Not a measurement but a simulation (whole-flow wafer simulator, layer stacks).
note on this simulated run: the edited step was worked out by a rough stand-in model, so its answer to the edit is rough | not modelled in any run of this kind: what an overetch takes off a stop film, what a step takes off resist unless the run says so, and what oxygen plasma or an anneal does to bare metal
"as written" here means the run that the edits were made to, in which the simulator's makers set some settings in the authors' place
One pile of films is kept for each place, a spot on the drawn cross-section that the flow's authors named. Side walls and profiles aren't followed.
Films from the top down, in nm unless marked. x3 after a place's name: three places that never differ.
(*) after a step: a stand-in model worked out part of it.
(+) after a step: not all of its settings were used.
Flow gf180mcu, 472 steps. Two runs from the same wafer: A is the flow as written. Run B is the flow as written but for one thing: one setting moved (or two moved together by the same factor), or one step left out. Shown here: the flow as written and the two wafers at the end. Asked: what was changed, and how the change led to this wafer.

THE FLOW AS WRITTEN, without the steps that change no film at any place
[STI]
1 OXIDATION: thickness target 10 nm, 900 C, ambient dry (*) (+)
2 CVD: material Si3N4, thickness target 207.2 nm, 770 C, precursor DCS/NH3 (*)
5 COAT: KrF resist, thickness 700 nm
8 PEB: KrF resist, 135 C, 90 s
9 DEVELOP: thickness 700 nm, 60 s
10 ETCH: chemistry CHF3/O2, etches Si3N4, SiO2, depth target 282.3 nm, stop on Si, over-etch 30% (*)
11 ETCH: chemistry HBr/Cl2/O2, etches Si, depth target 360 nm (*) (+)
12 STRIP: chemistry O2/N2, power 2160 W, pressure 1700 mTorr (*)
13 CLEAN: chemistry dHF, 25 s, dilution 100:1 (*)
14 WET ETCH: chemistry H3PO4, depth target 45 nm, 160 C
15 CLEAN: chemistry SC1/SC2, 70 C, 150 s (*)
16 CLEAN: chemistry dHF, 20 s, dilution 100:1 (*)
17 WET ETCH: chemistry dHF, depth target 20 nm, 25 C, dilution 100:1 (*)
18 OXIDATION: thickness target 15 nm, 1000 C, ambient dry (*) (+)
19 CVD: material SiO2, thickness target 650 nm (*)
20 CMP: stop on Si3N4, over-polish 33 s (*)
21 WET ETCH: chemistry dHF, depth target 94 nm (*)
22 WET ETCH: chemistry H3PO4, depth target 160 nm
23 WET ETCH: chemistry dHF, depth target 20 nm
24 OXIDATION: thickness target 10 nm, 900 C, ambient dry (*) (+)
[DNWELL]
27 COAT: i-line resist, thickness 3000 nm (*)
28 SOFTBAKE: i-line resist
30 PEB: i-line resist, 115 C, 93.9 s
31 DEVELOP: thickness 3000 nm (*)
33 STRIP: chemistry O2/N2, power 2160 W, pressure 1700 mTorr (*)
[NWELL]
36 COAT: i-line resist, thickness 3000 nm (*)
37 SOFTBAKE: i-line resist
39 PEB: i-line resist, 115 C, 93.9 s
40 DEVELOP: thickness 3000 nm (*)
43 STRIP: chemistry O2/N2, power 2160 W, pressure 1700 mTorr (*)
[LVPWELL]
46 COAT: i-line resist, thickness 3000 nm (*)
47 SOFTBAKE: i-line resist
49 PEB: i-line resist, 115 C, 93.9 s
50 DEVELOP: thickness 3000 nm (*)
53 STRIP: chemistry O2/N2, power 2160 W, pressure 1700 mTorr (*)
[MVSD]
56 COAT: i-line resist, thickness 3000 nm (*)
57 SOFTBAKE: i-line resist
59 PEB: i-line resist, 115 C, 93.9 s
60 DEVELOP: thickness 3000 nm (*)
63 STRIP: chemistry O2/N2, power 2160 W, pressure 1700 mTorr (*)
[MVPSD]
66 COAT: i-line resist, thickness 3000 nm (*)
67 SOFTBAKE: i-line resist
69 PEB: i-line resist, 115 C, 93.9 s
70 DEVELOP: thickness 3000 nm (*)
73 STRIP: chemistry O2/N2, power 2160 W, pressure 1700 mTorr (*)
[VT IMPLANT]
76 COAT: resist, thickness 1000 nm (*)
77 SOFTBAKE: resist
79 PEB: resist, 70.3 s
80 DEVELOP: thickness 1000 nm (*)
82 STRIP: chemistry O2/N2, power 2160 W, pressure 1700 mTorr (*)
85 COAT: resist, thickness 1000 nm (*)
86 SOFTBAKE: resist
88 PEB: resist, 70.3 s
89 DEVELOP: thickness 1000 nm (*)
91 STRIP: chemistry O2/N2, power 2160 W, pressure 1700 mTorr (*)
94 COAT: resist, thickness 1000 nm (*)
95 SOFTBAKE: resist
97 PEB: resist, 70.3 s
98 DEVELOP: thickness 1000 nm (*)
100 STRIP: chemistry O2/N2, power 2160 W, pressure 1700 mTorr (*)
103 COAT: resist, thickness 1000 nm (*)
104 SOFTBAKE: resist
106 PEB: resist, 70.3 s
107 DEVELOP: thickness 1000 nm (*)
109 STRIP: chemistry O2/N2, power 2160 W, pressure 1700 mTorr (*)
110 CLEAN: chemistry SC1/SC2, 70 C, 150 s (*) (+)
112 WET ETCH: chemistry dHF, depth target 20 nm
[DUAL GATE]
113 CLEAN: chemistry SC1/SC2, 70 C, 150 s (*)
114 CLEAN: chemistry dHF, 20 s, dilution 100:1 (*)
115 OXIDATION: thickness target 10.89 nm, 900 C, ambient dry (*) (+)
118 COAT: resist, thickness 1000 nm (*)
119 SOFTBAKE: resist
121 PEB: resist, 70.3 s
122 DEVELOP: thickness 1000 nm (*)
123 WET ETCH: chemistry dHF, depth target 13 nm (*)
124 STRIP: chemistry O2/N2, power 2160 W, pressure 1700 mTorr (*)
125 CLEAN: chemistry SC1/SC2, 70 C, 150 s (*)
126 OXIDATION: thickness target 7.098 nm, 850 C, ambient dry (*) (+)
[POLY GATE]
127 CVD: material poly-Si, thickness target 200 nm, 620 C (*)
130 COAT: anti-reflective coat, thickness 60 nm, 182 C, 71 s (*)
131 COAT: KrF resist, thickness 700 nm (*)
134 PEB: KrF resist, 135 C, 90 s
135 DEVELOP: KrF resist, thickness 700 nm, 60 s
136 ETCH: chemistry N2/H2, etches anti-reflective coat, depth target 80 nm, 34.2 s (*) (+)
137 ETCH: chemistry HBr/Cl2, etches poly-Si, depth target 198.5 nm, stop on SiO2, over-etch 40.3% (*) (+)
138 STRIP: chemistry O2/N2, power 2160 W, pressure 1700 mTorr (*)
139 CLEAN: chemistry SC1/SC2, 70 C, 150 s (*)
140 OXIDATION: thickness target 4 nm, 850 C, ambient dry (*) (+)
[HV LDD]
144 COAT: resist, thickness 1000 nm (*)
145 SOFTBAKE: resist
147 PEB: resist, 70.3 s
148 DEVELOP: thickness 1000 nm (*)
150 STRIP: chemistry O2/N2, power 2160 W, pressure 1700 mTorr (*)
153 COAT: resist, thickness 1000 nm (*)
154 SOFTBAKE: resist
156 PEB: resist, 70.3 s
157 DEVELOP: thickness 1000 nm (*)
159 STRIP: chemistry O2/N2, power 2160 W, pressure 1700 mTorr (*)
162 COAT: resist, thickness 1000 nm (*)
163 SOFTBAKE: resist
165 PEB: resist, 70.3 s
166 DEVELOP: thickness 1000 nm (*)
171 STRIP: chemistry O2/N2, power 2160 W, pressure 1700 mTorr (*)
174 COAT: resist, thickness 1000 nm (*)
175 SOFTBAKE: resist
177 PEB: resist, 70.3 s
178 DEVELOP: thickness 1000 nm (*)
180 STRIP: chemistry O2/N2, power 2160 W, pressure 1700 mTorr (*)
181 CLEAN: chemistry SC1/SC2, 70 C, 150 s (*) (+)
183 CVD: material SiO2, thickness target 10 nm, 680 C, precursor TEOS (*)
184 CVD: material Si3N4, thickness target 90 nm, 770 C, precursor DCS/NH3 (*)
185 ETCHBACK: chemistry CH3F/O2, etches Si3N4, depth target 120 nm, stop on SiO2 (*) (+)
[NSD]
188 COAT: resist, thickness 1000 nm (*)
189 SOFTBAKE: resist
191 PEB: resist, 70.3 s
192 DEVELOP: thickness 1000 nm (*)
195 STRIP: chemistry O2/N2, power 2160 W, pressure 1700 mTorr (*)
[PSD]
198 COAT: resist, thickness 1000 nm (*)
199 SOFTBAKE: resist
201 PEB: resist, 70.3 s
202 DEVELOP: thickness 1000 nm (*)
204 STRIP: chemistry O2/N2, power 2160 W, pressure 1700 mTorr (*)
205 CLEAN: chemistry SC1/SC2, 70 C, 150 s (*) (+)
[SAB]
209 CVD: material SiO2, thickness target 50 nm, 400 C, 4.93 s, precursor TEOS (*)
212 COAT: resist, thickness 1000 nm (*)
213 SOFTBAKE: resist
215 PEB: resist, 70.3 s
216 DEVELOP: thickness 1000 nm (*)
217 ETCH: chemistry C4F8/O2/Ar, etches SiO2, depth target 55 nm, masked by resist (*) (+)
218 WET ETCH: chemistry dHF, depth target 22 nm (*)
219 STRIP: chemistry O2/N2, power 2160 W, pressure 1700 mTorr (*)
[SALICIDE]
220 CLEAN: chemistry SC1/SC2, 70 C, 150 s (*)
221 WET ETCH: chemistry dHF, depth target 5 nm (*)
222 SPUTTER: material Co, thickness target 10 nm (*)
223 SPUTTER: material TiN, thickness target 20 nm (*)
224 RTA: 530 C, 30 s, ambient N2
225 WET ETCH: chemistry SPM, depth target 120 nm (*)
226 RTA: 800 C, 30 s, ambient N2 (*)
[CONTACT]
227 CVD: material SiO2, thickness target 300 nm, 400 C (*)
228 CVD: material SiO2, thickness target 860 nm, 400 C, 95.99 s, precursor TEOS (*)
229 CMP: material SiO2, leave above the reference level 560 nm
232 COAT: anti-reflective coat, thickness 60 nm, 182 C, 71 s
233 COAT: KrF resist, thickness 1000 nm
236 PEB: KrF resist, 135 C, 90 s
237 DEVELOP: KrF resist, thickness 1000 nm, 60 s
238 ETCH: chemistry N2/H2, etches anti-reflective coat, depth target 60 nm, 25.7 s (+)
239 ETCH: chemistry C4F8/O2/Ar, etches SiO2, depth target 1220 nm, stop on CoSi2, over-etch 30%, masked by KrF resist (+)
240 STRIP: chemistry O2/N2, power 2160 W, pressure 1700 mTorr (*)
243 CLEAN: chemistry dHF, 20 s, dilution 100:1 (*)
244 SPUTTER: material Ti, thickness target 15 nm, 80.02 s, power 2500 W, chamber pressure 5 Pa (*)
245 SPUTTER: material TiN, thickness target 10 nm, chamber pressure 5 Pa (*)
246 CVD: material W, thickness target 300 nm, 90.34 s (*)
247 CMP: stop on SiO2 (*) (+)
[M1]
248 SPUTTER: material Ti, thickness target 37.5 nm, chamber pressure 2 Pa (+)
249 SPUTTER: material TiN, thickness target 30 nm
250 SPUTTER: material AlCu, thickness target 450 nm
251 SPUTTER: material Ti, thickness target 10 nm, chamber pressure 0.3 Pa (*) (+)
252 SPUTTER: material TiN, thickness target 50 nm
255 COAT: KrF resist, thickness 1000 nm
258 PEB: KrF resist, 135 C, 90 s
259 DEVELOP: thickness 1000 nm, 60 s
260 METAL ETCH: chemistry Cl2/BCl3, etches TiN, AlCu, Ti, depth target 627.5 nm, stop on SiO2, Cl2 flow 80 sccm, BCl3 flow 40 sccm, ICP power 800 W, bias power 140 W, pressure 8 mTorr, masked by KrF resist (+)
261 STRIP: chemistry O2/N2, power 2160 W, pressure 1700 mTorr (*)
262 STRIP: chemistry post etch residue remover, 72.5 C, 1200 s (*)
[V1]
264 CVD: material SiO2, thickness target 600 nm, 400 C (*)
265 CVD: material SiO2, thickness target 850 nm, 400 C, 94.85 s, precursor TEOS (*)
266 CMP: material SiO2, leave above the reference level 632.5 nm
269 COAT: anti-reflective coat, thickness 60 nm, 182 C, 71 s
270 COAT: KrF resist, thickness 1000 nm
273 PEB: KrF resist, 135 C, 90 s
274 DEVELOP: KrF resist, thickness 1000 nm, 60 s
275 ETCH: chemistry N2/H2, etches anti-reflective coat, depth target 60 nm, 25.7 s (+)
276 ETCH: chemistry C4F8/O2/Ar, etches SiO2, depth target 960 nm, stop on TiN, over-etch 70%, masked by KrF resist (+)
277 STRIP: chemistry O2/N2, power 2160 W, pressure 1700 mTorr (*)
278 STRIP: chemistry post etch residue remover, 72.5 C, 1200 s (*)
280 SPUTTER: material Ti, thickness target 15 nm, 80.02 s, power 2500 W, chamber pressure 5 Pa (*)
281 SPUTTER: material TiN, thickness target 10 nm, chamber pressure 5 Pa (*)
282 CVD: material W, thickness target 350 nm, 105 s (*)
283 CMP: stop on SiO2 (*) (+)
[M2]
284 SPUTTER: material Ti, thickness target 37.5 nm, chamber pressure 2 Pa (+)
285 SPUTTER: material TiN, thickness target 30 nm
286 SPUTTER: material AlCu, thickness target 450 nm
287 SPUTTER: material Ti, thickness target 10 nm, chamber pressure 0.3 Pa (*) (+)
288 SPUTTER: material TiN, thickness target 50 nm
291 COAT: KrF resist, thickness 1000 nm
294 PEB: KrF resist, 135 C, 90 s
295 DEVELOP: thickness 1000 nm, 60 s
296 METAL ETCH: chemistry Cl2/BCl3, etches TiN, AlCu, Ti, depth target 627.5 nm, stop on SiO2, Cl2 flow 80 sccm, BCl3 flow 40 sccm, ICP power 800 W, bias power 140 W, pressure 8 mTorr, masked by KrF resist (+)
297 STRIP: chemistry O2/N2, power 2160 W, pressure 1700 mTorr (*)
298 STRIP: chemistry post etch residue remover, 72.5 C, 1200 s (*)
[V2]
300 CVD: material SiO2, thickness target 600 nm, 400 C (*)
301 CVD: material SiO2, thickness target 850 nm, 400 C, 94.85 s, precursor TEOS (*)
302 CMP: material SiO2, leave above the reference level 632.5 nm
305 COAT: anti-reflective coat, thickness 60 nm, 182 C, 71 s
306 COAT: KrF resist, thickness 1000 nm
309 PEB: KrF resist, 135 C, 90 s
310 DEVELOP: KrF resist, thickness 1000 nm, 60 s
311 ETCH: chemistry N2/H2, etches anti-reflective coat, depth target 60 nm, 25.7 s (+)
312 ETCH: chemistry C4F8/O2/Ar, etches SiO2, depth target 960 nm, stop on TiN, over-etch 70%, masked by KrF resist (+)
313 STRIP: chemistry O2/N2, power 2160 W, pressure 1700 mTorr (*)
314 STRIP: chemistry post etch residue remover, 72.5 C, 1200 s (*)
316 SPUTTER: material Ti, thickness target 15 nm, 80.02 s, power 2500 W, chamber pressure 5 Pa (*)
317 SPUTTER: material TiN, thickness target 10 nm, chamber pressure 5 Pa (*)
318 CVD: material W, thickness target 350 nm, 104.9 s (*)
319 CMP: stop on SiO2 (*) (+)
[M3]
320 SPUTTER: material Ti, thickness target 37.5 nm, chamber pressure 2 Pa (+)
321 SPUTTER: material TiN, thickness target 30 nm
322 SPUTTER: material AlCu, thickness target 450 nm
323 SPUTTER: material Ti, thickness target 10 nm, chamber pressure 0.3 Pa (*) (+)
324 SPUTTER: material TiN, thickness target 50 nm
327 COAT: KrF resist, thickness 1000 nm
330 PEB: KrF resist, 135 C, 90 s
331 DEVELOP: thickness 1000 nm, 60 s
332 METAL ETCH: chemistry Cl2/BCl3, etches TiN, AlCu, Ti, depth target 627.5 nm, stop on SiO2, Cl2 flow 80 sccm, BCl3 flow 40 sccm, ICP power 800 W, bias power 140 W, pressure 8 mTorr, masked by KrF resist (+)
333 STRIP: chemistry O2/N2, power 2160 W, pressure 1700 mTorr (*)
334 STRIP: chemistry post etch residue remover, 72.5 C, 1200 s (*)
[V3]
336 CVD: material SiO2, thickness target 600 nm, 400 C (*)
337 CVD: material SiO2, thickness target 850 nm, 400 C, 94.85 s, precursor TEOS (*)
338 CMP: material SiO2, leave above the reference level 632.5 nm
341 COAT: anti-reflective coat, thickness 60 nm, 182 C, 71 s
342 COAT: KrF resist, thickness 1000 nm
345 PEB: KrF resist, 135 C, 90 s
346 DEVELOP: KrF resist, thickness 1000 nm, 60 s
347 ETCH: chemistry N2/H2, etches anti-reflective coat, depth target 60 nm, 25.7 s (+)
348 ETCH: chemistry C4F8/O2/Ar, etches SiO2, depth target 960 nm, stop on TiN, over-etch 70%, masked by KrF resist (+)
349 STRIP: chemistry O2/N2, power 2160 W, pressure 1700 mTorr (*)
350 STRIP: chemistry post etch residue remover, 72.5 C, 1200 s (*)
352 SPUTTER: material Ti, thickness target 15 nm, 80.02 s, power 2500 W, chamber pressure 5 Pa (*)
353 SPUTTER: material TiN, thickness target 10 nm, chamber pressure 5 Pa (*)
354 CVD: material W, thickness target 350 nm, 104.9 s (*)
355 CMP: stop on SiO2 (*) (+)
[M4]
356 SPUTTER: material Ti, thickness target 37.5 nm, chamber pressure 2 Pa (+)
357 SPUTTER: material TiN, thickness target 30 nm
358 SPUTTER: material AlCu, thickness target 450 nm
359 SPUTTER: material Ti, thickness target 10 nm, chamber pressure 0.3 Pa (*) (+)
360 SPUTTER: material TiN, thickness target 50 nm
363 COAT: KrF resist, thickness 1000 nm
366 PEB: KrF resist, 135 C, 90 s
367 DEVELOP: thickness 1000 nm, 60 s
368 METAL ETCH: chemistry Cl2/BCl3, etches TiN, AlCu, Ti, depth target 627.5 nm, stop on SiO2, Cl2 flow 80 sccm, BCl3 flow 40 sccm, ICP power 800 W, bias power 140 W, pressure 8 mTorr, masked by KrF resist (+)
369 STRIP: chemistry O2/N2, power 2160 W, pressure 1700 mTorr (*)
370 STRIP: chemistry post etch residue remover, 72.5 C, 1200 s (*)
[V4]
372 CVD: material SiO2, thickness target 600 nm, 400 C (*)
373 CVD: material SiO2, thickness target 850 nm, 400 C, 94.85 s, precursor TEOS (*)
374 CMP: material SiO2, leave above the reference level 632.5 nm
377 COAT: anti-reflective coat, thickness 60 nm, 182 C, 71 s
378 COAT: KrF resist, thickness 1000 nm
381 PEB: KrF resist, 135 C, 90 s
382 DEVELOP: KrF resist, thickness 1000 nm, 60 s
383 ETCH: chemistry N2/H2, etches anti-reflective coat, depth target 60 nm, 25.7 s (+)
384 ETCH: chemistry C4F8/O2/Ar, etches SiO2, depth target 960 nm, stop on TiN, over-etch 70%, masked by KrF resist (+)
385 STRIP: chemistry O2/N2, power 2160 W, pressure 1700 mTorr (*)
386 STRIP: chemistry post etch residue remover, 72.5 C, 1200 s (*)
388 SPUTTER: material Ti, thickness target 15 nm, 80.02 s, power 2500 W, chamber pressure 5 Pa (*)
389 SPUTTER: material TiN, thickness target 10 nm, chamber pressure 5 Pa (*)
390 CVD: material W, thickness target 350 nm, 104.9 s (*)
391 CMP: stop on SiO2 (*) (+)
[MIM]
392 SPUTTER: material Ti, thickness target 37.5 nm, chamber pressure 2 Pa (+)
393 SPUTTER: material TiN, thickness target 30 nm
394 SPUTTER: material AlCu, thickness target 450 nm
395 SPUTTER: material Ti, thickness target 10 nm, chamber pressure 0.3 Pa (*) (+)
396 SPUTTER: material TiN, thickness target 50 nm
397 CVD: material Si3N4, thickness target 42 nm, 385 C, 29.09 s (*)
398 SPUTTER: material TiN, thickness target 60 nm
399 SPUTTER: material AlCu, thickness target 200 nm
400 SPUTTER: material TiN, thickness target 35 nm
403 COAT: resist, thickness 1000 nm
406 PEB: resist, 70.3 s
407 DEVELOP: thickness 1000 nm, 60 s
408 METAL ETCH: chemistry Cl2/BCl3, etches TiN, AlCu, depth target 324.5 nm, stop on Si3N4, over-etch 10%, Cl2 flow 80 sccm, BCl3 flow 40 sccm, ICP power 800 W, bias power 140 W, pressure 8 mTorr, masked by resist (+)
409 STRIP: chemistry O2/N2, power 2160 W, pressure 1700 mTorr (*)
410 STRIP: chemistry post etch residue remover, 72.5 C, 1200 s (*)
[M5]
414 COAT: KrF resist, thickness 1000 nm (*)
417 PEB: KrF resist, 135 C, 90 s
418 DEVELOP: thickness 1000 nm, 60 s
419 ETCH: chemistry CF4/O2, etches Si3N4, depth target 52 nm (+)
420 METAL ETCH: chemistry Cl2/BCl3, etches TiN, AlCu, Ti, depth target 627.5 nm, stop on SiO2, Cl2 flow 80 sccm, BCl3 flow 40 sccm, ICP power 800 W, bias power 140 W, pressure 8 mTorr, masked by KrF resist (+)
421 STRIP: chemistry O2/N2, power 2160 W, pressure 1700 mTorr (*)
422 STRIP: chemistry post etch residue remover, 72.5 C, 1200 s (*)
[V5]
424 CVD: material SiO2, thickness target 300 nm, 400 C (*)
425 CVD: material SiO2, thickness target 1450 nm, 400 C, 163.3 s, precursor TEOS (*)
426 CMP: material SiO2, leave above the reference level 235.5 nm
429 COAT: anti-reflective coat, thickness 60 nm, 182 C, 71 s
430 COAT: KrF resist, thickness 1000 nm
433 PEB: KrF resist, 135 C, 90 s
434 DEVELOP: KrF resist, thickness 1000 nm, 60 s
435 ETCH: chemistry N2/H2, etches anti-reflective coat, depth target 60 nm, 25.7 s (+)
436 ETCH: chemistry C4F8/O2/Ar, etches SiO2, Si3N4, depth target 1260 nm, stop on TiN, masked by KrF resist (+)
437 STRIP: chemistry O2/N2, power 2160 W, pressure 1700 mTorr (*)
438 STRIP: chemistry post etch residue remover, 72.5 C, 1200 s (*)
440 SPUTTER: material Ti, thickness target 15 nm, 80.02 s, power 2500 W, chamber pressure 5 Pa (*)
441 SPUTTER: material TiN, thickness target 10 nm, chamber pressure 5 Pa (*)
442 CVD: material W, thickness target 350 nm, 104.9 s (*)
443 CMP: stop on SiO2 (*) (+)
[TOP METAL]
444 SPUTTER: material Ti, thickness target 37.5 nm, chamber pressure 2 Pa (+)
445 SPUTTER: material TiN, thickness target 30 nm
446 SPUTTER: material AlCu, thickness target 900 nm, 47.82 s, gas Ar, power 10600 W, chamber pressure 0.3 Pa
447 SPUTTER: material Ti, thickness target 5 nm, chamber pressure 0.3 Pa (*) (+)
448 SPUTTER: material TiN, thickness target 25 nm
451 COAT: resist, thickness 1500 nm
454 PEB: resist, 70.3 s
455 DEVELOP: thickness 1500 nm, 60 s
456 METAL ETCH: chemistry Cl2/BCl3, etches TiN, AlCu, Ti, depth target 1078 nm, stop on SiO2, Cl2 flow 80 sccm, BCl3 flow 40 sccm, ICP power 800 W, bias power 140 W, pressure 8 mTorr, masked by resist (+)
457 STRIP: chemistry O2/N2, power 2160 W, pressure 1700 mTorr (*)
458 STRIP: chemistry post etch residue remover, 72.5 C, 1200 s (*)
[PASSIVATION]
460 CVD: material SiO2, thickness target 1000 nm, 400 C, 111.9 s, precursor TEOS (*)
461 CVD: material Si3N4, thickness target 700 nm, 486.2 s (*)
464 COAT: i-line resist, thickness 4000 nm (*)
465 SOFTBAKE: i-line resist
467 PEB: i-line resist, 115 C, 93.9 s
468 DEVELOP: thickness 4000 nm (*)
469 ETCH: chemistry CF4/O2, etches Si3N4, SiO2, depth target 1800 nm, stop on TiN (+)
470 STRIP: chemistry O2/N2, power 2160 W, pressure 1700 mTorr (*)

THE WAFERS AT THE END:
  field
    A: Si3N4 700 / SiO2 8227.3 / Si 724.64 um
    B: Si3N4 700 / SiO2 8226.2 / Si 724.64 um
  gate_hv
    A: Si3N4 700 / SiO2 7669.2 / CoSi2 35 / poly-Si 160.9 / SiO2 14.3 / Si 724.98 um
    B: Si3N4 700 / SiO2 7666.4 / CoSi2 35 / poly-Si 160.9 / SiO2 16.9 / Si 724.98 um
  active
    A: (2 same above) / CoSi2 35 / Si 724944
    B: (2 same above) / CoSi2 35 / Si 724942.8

The cause: step 126, OXIDATION: thickness target 10.15 nm was run, where the flow has thickness target 7.098 nm.

How the change led to this, step by step:
  126 OXIDATION: thickness target 7.098 nm, 850 C, ambient dry (*) (+)
      gate_hv, active_hv, active_nat and 25 more: A SiO2 +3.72, Si -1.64 | B SiO2 +6.34, Si -2.79
      active, n_well, p_well and 12 more: A SiO2 +7.1 (new film), chemical SiO2 -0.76 (all of it), Si -2.79 | B SiO2 +10.2 (new film), chemical SiO2 -0.76 (all of it), Si -4.13
  189 SOFTBAKE: resist
      nw_enc_fld_lv__w3: A resist +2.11 | B resist -1.6
  199 SOFTBAKE: resist
      nw_enc_fld_lv__w3: A resist +2.11 | B resist -1.6
  218 WET ETCH: chemistry dHF, depth target 22 nm (*)
      active, p_well, sd_n, iso_ptap_pw, iso_ntap_nw, iso_ptap_sub, vpnp_e: A SiO2 -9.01 (all of it) | B SiO2 -11.9 (all of it)
      ldn_tap, ldn_src, ldn_drn, ldp_tap, ldp_src, ldp_drn, ldp_gr: A SiO2 -16 (all of it) | B SiO2 -18.5 (all of it)
      (and at 9 more places)
